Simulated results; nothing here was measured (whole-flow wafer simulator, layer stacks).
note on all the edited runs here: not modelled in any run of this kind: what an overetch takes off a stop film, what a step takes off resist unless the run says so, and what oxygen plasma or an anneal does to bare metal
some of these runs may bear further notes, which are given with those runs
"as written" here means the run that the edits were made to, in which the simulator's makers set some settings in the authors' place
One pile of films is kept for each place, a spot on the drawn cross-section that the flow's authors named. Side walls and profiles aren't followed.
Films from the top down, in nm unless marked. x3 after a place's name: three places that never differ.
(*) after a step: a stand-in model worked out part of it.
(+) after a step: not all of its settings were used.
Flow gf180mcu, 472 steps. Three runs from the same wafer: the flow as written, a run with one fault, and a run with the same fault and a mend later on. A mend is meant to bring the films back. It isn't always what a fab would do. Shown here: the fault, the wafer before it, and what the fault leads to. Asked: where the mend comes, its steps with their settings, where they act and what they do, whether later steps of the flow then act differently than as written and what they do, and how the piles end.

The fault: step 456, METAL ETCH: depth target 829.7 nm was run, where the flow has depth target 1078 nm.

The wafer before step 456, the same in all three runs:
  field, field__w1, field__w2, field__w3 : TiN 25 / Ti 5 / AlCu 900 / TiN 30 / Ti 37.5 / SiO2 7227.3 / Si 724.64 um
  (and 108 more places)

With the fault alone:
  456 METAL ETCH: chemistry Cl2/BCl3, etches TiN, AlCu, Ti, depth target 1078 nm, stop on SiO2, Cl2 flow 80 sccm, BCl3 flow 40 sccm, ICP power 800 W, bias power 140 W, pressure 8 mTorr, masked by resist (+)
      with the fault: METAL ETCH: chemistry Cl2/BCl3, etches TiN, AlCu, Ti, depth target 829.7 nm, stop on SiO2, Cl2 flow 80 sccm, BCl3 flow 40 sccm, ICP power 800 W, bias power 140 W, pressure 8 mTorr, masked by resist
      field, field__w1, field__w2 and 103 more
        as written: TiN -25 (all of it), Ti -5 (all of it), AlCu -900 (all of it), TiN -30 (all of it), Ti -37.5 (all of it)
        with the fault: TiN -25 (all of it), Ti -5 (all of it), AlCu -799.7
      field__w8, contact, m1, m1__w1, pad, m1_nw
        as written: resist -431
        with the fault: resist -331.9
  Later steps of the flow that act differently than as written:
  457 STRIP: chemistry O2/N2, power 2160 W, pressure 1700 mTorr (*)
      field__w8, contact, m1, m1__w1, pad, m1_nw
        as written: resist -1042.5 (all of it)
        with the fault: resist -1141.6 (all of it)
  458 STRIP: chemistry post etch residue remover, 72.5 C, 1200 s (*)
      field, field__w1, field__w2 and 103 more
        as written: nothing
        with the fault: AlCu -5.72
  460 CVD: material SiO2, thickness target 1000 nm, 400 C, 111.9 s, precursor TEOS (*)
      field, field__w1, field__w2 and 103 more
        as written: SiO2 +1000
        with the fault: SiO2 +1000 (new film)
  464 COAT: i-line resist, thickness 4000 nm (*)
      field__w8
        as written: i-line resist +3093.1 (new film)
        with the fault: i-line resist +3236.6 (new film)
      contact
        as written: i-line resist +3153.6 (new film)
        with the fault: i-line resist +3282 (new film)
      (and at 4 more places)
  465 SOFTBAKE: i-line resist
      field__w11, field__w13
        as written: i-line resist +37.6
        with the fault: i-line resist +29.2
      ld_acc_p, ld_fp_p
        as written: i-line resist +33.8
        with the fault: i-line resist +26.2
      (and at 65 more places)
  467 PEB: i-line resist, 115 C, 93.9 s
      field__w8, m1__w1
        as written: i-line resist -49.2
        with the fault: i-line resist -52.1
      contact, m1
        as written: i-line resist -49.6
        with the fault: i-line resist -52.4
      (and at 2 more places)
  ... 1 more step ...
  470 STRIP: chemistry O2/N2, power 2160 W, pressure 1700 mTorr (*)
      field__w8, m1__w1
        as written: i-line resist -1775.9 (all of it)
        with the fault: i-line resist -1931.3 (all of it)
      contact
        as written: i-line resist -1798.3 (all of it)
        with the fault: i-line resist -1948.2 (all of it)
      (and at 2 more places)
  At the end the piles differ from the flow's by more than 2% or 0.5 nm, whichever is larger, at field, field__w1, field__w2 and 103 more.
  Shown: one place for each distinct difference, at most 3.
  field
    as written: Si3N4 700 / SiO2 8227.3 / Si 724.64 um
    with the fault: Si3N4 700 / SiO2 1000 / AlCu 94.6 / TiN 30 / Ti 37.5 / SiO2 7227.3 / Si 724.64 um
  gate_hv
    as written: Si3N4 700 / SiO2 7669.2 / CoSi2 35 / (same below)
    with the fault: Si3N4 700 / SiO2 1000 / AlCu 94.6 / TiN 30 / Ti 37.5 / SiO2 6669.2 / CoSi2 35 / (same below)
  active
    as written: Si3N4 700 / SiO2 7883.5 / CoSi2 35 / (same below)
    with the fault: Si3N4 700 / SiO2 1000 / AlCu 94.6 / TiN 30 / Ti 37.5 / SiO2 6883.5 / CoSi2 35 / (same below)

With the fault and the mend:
  The mend comes after step 458.
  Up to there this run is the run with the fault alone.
  458a DEHYDRATE: 200 C, 60 s (the flow's step 449 once more)
      changes no film at any place that is followed
  458b HMDS: 120 C, 60 s (the flow's step 450 once more)
      changes no film at any place that is followed
  458c COAT: resist, thickness 1500 nm (*) (the flow's step 451 once more)
      iso_ptap_pw, iso_ntap_nw, iso_nw_fld and 33 more
        resist +1500 (new film)
      p_well, sti, spacer, sd_n, mim_1p0, dice_street
        resist +1504 (new film)
      field__w2, field__w3, field__w12, active_hv
        resist +1512.3 (new film)
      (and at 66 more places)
  458d SOFTBAKE: resist (the flow's step 452 once more)
      ld_body_p_dnw, nplus_u
        resist -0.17
      gate_p_hv, nw_enc_fld
        resist -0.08
      field
        resist -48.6
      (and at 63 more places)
  458e EXPOSE: photomask MetalTop (the flow's step 453 once more)
      changes no film at any place that is followed
  458f PEB: resist, 70.3 s (the flow's step 454 once more)
      field__w2, field__w3, field__w5 and 41 more
        resist -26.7
      iso_ptap_pw, iso_ntap_nw, iso_nw_fld and 33 more
        resist -26.5
      p_well, sti, spacer, sd_n, mim_1p0, dice_street
        resist -26.6
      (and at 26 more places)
  458g DEVELOP: thickness 1500 nm, 60 s (the flow's step 455 once more)
      iso_ptap_pw, iso_ntap_nw, iso_nw_fld and 33 more
        resist -1473.5 (all of it)
      p_well, sti, spacer, sd_n, mim_1p0, dice_street
        resist -1477.4 (all of it)
      field__w5, field__w9, nplus_u, npoly_u
        resist -1484.3 (all of it)
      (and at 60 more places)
  458h METAL ETCH: chemistry Cl2/BCl3, etches TiN, AlCu, Ti, depth target 247.8 nm, stop on SiO2, Cl2 flow 80 sccm, BCl3 flow 40 sccm, ICP power 800 W, bias power 140 W, pressure 8 mTorr, masked by resist (+) (the flow's step 456 once more, with other settings)
      field, field__w1, field__w2 and 103 more
        AlCu -94.6 (all of it), TiN -30 (all of it), Ti -37.5 (all of it)
      field__w8, contact, m1, m1__w1, pad, m1_nw
        resist -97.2
  458i STRIP: chemistry O2/N2, power 2160 W, pressure 1700 mTorr (*) (the flow's step 457 once more)
      field__w8
        resist -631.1 (all of it)
      contact
        resist -628.6 (all of it)
      m1
        resist -629 (all of it)
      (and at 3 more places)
  458j STRIP: chemistry post etch residue remover, 72.5 C, 1200 s (*) (the flow's step 458 once more)
      field__w8, contact, m1, m1__w1, pad, m1_nw
        TiN -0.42
  No later step of the flow acts differently than as written, at any place that is followed, by more than 2% or 0.5 nm, whichever is larger.
  At the end the piles differ from the flow's only slightly at the places that both follow, by at most 2% or 0.5 nm, whichever is larger.
